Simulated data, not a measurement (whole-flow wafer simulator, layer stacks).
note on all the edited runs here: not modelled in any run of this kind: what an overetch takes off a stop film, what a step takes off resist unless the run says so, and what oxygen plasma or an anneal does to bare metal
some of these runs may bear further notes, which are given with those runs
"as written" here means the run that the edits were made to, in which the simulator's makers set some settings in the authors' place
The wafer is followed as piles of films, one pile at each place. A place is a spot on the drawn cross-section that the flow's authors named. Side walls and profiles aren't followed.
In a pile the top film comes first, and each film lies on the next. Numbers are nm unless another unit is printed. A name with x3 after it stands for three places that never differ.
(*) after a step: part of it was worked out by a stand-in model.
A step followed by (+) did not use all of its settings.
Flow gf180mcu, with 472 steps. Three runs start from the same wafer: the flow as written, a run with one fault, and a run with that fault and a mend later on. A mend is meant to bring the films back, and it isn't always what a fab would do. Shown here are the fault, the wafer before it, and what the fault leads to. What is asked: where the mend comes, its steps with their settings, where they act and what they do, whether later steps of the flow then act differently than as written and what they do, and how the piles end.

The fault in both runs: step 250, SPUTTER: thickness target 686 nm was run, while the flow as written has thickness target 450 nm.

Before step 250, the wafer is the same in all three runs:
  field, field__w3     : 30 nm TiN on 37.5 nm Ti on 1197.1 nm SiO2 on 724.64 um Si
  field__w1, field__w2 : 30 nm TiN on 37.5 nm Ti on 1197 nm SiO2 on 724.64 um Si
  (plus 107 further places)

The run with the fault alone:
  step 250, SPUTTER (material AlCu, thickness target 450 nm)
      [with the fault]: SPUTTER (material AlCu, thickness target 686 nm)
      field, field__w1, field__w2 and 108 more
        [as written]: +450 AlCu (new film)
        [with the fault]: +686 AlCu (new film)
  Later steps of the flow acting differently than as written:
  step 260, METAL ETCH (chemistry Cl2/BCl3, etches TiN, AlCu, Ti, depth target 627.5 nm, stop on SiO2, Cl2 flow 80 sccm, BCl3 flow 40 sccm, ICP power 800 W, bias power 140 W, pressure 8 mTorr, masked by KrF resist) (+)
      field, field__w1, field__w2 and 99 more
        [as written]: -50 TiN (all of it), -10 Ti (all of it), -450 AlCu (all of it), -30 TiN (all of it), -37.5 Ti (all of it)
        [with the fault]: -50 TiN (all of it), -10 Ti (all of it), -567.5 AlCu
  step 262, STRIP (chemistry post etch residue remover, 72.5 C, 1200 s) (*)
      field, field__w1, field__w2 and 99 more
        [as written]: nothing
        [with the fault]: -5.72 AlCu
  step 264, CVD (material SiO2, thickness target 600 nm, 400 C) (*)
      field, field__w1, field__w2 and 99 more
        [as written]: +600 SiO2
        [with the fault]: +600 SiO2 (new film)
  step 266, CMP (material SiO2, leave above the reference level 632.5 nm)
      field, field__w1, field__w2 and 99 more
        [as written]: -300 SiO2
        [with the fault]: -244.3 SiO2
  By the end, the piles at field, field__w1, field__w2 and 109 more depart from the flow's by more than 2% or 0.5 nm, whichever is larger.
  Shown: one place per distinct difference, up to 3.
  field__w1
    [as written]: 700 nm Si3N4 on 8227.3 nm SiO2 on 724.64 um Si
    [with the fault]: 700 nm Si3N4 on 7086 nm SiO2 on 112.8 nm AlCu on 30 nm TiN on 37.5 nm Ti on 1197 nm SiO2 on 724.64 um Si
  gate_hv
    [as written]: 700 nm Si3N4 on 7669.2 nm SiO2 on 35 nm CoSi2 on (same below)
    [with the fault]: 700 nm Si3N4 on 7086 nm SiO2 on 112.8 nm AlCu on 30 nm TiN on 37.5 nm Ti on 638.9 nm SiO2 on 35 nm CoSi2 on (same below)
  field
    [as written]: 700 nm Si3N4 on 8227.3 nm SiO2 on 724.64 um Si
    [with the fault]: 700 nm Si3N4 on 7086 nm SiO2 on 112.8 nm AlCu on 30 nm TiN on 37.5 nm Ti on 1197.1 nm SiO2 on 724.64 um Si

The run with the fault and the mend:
  The mend stands after step 250.
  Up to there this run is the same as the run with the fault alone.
  step 250a, METAL ETCH (chemistry Cl2/BCl3, etches TiN, AlCu, Ti, depth target 236 nm, Cl2 flow 80 sccm, BCl3 flow 40 sccm, ICP power 800 W, bias power 140 W, pressure 8 mTorr)
      field, field__w1, field__w2 and 108 more
        -236 AlCu
  Later steps of the flow that are run all act as written at every place that is followed.
  By the end, the piles equal the flow's at every place that both follow.
